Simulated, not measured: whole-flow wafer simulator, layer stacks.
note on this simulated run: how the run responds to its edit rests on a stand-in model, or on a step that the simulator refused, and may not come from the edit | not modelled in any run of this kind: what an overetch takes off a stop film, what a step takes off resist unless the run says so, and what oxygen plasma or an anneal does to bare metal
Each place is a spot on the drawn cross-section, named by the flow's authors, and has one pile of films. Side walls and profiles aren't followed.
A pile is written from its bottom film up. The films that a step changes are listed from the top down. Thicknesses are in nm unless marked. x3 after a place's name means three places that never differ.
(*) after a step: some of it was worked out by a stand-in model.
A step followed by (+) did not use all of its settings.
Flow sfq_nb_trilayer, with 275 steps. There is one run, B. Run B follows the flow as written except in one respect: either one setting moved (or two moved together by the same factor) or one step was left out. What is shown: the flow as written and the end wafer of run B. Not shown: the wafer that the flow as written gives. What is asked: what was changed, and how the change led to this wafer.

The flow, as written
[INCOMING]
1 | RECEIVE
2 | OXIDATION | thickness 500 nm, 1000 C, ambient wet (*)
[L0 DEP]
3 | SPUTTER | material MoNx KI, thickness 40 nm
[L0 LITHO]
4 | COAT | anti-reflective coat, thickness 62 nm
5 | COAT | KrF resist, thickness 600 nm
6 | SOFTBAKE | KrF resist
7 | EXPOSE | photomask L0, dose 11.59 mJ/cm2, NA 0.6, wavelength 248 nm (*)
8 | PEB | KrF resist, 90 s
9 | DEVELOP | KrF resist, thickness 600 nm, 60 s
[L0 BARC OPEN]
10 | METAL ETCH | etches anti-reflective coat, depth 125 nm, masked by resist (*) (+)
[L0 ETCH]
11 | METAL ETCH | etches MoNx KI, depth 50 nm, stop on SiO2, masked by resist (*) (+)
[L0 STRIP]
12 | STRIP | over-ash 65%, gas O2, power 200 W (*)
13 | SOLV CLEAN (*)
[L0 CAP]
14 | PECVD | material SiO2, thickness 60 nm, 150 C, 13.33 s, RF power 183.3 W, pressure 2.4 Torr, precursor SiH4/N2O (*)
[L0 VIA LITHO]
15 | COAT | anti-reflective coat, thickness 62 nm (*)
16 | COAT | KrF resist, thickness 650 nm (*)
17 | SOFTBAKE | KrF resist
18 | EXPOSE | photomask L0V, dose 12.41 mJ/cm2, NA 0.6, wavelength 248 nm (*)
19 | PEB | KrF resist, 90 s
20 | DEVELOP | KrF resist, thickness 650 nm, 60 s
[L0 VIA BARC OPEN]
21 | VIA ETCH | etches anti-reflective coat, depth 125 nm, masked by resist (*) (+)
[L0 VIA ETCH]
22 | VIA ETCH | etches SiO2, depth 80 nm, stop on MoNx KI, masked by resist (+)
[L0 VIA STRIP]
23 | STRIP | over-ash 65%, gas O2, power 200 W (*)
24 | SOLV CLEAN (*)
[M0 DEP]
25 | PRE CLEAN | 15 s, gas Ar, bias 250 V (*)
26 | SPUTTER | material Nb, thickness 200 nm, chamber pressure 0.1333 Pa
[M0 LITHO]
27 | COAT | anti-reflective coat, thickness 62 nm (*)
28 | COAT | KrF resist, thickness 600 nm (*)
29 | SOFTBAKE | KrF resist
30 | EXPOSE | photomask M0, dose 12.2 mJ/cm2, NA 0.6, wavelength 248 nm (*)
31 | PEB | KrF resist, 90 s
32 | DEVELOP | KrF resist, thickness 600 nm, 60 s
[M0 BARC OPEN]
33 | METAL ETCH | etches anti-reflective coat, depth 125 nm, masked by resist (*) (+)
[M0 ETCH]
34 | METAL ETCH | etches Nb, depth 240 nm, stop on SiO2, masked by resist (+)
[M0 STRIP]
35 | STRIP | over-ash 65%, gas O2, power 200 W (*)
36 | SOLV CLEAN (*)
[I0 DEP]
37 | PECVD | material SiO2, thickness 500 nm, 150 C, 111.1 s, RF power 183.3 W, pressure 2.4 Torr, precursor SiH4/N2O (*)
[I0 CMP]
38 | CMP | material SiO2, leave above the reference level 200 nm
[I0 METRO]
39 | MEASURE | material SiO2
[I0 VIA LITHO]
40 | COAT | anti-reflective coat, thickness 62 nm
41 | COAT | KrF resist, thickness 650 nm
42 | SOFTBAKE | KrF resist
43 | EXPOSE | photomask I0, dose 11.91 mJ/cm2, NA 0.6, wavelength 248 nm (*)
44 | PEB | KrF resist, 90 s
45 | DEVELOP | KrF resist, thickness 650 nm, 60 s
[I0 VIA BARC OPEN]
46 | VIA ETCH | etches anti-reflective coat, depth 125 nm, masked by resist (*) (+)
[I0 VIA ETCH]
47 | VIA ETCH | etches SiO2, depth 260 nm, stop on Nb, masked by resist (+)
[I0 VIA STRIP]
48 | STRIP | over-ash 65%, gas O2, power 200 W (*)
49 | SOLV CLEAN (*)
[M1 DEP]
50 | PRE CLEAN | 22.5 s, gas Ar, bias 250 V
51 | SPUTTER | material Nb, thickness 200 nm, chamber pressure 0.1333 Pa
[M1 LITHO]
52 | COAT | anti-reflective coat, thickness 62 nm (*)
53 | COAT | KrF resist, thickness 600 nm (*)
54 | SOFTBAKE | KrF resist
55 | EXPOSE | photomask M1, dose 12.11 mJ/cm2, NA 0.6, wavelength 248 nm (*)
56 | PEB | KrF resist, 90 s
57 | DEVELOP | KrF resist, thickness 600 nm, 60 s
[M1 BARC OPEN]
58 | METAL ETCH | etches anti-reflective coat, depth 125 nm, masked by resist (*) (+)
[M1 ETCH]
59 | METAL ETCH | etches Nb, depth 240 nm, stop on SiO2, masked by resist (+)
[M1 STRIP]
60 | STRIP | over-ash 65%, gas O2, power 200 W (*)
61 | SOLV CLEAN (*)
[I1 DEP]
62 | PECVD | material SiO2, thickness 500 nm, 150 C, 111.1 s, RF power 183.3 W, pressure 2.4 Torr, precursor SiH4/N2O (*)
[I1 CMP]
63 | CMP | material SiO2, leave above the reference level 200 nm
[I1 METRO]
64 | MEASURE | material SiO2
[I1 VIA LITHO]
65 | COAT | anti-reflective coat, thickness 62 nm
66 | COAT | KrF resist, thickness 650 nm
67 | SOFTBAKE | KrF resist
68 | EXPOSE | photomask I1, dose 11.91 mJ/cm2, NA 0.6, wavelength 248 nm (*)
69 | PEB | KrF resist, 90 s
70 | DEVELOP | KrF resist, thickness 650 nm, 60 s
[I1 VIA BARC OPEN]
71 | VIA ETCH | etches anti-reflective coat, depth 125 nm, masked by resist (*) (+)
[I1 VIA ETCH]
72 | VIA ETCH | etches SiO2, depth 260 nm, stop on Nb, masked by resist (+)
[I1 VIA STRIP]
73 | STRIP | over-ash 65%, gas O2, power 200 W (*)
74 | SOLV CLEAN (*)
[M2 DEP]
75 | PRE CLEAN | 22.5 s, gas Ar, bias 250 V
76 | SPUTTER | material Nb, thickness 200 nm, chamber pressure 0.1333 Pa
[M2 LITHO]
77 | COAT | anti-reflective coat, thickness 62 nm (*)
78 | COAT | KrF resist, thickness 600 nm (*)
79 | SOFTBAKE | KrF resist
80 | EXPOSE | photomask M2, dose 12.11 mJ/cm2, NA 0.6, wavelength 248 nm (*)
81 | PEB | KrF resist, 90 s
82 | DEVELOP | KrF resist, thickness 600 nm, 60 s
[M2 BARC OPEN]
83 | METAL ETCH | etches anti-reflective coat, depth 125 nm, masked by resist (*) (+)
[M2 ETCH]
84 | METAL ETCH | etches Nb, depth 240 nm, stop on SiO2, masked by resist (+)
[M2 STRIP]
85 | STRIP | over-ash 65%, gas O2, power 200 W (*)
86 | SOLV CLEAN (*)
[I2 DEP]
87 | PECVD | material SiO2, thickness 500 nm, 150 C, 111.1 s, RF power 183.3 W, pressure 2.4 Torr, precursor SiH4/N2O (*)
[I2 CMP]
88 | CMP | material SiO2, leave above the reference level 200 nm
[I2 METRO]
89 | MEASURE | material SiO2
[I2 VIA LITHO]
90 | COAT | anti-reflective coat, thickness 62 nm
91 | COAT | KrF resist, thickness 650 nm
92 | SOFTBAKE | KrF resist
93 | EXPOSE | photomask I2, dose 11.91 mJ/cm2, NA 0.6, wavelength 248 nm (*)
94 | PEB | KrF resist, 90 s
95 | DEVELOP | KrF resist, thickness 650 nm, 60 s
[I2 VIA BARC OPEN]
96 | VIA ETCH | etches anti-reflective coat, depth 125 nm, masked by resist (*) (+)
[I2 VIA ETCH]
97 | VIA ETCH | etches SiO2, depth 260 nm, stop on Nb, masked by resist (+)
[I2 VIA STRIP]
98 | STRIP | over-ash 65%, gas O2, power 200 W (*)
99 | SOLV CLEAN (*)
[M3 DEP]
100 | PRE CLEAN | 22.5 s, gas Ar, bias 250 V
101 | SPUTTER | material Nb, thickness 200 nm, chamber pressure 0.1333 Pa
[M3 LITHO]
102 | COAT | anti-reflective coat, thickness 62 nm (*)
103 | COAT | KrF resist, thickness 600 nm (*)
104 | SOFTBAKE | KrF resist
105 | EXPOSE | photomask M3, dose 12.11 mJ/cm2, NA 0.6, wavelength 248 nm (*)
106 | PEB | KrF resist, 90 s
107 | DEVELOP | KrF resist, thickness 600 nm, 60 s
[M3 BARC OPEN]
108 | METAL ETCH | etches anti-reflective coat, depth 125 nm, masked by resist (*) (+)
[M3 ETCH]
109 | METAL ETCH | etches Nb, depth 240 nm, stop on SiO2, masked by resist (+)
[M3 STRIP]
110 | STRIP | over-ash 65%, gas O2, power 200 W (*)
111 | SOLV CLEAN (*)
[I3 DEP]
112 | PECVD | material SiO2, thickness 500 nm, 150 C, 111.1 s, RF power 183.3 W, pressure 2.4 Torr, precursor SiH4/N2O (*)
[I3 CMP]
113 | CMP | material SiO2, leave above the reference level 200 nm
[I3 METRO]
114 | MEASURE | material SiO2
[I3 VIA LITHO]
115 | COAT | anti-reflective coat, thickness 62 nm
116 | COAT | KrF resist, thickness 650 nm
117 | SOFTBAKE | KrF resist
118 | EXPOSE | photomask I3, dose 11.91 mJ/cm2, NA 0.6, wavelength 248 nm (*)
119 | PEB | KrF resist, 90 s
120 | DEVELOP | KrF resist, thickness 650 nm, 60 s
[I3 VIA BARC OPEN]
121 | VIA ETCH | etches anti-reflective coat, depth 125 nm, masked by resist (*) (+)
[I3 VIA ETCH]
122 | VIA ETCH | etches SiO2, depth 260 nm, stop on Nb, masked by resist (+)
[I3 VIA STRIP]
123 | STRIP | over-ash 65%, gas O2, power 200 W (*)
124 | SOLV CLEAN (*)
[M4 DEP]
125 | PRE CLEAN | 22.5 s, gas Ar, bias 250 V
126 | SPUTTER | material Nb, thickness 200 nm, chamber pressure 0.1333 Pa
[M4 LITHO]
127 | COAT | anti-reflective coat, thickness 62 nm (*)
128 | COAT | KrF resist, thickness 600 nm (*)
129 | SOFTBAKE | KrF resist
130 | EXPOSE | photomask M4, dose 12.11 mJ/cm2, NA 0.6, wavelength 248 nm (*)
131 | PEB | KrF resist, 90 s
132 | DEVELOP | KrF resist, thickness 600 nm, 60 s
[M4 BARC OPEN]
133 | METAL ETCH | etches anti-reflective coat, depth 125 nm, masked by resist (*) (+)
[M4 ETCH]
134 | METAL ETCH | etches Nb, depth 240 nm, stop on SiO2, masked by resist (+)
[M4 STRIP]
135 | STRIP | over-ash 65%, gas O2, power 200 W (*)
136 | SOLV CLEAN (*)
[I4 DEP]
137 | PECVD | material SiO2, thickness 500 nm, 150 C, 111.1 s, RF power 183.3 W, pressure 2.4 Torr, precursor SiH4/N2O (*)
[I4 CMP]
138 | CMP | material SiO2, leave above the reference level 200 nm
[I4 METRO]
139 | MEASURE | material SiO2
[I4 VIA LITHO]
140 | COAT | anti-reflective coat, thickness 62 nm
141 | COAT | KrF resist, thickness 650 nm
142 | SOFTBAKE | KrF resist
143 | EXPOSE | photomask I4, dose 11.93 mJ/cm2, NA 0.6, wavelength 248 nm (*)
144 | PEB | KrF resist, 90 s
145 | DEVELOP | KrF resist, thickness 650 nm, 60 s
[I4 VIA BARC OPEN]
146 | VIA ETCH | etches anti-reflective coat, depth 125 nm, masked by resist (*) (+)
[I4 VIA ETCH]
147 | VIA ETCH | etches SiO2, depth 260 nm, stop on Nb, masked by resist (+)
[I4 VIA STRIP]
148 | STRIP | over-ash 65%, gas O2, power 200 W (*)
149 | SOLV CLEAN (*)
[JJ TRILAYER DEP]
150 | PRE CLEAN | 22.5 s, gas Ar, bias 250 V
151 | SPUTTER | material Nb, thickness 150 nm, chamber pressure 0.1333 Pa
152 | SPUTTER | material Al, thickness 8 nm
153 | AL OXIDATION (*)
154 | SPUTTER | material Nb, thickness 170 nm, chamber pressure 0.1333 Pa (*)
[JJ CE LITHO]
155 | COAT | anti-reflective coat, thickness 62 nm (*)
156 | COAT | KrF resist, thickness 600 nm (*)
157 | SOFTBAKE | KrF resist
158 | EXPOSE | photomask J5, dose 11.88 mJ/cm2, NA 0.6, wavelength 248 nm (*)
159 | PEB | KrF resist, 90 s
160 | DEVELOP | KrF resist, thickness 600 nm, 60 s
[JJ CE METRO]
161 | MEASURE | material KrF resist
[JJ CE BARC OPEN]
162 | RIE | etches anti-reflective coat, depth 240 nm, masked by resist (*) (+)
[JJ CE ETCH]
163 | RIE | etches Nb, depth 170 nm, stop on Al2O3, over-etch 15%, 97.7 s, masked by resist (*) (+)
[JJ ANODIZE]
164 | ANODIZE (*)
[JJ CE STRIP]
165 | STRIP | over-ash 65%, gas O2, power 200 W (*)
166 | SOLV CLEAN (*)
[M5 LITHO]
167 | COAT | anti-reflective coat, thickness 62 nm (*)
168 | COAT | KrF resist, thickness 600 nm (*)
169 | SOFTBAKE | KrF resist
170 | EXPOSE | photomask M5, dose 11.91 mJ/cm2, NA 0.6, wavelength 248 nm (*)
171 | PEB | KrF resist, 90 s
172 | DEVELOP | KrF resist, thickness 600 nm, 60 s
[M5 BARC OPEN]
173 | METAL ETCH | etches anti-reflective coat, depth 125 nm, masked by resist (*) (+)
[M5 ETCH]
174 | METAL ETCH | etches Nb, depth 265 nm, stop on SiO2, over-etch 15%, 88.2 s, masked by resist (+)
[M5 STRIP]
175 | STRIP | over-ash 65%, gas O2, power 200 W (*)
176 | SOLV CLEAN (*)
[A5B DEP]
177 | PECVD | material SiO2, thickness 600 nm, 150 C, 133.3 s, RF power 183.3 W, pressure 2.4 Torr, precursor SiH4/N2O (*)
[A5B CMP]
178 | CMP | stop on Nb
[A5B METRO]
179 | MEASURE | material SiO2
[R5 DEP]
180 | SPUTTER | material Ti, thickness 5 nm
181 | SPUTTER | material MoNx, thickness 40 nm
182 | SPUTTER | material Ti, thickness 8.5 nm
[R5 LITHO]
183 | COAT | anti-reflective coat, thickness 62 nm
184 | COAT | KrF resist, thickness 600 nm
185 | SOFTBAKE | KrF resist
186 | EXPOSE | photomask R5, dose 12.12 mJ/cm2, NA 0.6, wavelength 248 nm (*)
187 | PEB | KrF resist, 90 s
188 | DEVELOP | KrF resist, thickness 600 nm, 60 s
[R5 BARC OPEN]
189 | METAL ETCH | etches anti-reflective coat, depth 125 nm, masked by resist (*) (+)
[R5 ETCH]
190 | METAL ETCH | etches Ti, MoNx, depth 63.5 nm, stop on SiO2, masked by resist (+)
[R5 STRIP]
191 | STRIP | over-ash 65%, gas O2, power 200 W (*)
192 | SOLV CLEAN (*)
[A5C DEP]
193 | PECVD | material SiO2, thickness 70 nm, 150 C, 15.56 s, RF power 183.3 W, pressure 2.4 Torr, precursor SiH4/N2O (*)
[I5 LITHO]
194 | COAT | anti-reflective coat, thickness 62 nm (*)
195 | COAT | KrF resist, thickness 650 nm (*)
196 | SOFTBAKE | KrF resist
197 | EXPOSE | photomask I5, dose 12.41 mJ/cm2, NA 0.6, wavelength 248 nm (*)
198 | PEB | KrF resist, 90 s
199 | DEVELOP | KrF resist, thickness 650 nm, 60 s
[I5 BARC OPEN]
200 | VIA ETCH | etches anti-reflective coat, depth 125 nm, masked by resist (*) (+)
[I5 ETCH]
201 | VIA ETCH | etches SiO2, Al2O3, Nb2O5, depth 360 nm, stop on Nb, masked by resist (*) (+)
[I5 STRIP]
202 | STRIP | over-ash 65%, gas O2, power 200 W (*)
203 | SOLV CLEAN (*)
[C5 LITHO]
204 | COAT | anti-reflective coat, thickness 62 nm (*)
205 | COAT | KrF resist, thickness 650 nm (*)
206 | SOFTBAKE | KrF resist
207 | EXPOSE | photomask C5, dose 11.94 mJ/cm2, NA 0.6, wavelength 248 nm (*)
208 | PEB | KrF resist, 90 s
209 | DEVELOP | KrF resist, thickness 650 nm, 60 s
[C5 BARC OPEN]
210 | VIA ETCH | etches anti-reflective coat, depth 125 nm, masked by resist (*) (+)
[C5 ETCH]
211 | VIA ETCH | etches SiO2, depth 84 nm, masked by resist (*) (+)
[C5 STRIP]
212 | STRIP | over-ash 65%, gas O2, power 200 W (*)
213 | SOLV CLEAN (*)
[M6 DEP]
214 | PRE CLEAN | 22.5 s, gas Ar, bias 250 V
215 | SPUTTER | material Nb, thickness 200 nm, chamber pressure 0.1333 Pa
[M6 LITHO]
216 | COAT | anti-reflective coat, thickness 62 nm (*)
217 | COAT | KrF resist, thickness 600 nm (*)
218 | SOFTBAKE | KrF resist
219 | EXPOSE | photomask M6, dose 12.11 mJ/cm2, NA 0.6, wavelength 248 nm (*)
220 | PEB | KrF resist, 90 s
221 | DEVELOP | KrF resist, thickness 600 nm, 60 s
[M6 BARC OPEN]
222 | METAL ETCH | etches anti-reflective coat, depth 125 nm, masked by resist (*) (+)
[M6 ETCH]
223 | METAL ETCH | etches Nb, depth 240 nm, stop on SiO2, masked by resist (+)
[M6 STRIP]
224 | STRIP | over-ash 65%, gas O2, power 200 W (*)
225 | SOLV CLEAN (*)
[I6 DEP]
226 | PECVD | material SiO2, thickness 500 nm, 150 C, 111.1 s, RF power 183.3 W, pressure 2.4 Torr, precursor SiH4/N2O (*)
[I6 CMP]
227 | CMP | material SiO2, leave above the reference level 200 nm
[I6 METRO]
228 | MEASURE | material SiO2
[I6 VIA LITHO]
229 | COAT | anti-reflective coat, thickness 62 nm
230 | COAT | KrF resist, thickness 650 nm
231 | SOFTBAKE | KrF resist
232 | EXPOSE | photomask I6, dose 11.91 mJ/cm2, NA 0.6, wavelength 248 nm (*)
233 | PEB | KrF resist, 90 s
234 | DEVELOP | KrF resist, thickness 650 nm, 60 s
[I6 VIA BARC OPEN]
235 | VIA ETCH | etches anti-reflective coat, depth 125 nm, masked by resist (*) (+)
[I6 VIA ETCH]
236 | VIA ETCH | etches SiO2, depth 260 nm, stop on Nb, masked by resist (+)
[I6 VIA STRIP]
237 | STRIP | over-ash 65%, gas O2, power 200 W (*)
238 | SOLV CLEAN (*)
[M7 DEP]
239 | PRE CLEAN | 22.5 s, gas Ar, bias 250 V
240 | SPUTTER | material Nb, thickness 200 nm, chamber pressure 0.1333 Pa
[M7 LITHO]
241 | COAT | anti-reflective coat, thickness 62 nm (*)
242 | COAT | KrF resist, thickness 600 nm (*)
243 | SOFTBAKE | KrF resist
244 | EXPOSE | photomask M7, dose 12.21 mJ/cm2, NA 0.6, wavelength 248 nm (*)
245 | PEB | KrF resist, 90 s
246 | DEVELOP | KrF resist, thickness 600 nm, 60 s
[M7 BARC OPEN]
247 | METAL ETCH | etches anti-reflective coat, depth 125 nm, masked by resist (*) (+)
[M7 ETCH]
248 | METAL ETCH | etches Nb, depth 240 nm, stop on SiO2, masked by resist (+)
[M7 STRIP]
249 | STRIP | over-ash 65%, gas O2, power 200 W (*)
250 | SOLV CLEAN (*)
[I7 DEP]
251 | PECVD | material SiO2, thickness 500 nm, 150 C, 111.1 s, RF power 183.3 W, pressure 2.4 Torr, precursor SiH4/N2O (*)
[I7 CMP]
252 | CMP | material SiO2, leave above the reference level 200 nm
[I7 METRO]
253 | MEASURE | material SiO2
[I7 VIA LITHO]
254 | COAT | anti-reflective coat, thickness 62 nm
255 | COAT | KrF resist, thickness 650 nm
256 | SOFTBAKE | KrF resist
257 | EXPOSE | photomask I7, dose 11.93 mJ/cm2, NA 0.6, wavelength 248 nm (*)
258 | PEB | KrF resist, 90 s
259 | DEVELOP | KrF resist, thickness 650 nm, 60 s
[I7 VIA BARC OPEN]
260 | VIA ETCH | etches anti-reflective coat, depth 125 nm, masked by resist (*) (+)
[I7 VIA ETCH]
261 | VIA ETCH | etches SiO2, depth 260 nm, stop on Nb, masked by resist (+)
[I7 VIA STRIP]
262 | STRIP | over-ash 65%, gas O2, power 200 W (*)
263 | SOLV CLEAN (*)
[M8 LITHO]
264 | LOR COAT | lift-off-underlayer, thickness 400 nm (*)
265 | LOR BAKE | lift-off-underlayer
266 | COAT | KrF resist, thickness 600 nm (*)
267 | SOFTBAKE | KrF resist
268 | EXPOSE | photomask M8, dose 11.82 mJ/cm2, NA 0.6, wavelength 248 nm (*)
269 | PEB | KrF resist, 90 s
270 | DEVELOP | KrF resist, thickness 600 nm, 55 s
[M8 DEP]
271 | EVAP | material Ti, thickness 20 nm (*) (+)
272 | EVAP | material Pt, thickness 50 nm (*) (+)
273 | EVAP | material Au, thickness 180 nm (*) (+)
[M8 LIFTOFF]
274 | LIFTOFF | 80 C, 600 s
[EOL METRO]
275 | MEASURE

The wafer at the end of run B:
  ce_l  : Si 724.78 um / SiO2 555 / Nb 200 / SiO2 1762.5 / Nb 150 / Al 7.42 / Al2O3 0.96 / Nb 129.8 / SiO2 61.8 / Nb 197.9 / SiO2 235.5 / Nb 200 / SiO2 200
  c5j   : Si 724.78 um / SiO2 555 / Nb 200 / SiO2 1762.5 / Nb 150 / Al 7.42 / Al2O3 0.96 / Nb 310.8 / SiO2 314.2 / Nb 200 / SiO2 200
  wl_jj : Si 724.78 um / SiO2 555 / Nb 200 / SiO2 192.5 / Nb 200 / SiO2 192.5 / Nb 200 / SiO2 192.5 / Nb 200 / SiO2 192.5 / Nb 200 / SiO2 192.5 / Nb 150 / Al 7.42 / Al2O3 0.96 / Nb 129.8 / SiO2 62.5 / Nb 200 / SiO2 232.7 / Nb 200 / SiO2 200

The reason: step 190, METAL ETCH: depth 93.7 nm was run, while the flow as written has depth 63.5 nm.

How this came from the change, step by step:
  190 | METAL ETCH | etches Ti, MoNx, depth 63.5 nm, stop on SiO2, masked by resist (+)
      be_r, r_sur, res, r_end, r5r_line_l, r5r_line_c, r5r_line_r: -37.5 KrF resist (it would be, as written: -25.4 KrF resist)
      ce_l, c5j, ce_r, wl_jj: -8.5 Ti (all of it), -40 MoNx (all of it), -5 Ti (all of it), -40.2 Nb (it would be, as written: -8.5 Ti (all of it), -40 MoNx (all of it), -5 Ti (all of it), -10 Nb)
  191 | STRIP | over-ash 65%, gas O2, power 200 W (*)
      be_r, r_sur, res, r_end, r5r_line_l, r5r_line_c, r5r_line_r: -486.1 KrF resist (all of it), -62 anti-reflective coat (all of it) (it would be, as written: -498.2 KrF resist (all of it), -62 anti-reflective coat (all of it))
  194 | COAT | anti-reflective coat, thickness 62 nm (*)
      wl_j_sl, wl_j_sr: +55.6 anti-reflective coat (new film) (it would be, as written: +60.2 anti-reflective coat (new film))
      jj_sur: +56 anti-reflective coat (new film) (it would be, as written: +60.8 anti-reflective coat (new film))
      (and at 5 other places as well)
  195 | COAT | KrF resist, thickness 650 nm (*)
      c5j: +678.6 KrF resist (new film) (it would be, as written: +662.7 KrF resist (new film))
      wl_jj: +669.6 KrF resist (new film) (it would be, as written: +654.8 KrF resist (new film))
  202 | STRIP | over-ash 65%, gas O2, power 200 W (*)
      wl_j_sl, wl_j_sr: -333.1 KrF resist (all of it), -55.6 anti-reflective coat (all of it) (it would be, as written: -333.3 KrF resist (all of it), -60.2 anti-reflective coat (all of it))
      jj_sur: -337.5 KrF resist (all of it), -56 anti-reflective coat (all of it) (it would be, as written: -337.2 KrF resist (all of it), -60.8 anti-reflective coat (all of it))
      (and at 5 other places as well)
  204 | COAT | anti-reflective coat, thickness 62 nm (*)
      wl_j_sl, wl_j_sr: +55.6 anti-reflective coat (new film) (it would be, as written: +60.2 anti-reflective coat (new film))
      jj_sur: +54.8 anti-reflective coat (new film) (it would be, as written: +59.5 anti-reflective coat (new film))
      (and at 5 other places as well)
  205 | COAT | KrF resist, thickness 650 nm (*)
      c5j: +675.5 KrF resist (new film) (it would be, as written: +659.4 KrF resist (new film))
      wl_jj: +669.6 KrF resist (new film) (it would be, as written: +654.8 KrF resist (new film))
  209 | DEVELOP | KrF resist, thickness 650 nm, 60 s
      c5j: -674.1 KrF resist (all of it) (it would be, as written: -658.1 KrF resist (all of it))
  210 | VIA ETCH | etches anti-reflective coat, depth 125 nm, masked by resist (*) (+)
      c5j: -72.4 anti-reflective coat (all of it), -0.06 SiO2 (it would be, as written: -63.9 anti-reflective coat (all of it), -0.11 SiO2)
  212 | STRIP | over-ash 65%, gas O2, power 200 W (*)
      wl_j_sl, wl_j_sr: -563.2 KrF resist (all of it), -55.6 anti-reflective coat (all of it) (it would be, as written: -563.4 KrF resist (all of it), -60.2 anti-reflective coat (all of it))
      jj_sur: -562.1 KrF resist (all of it), -54.8 anti-reflective coat (all of it) (it would be, as written: -562 KrF resist (all of it), -59.5 anti-reflective coat (all of it))
      (and at 4 other places as well)
  216 | COAT | anti-reflective coat, thickness 62 nm (*)
      wl_j_sl, wl_j_sr: +55.7 anti-reflective coat (new film) (it would be, as written: +60.2 anti-reflective coat (new film))
      jj_sur: +51.1 anti-reflective coat (new film) (it would be, as written: +56.1 anti-reflective coat (new film))
      (and at 5 other places as well)
  217 | COAT | KrF resist, thickness 600 nm (*)
      ce_l: +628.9 KrF resist (new film) (it would be, as written: +614.7 KrF resist (new film))
      c5j: +651.9 KrF resist (new film) (it would be, as written: +636 KrF resist (new film))
      (and at 2 other places as well)
  224 | STRIP | over-ash 65%, gas O2, power 200 W (*)
      wl_j_sl, wl_j_sr: -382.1 KrF resist (all of it), -55.7 anti-reflective coat (all of it) (it would be, as written: -382.5 KrF resist (all of it), -60.2 anti-reflective coat (all of it))
      jj_sur: -378.3 KrF resist (all of it), -51.1 anti-reflective coat (all of it) (it would be, as written: -378.5 KrF resist (all of it), -56.1 anti-reflective coat (all of it))
      (and at 5 other places as well)
  227 | CMP | material SiO2, leave above the reference level 200 nm
      ce_l, ce_r: -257 SiO2 (it would be, as written: -290 SiO2)
      c5j: -190 SiO2 (it would be, as written: -223 SiO2)
      (and at 1 other place as well)
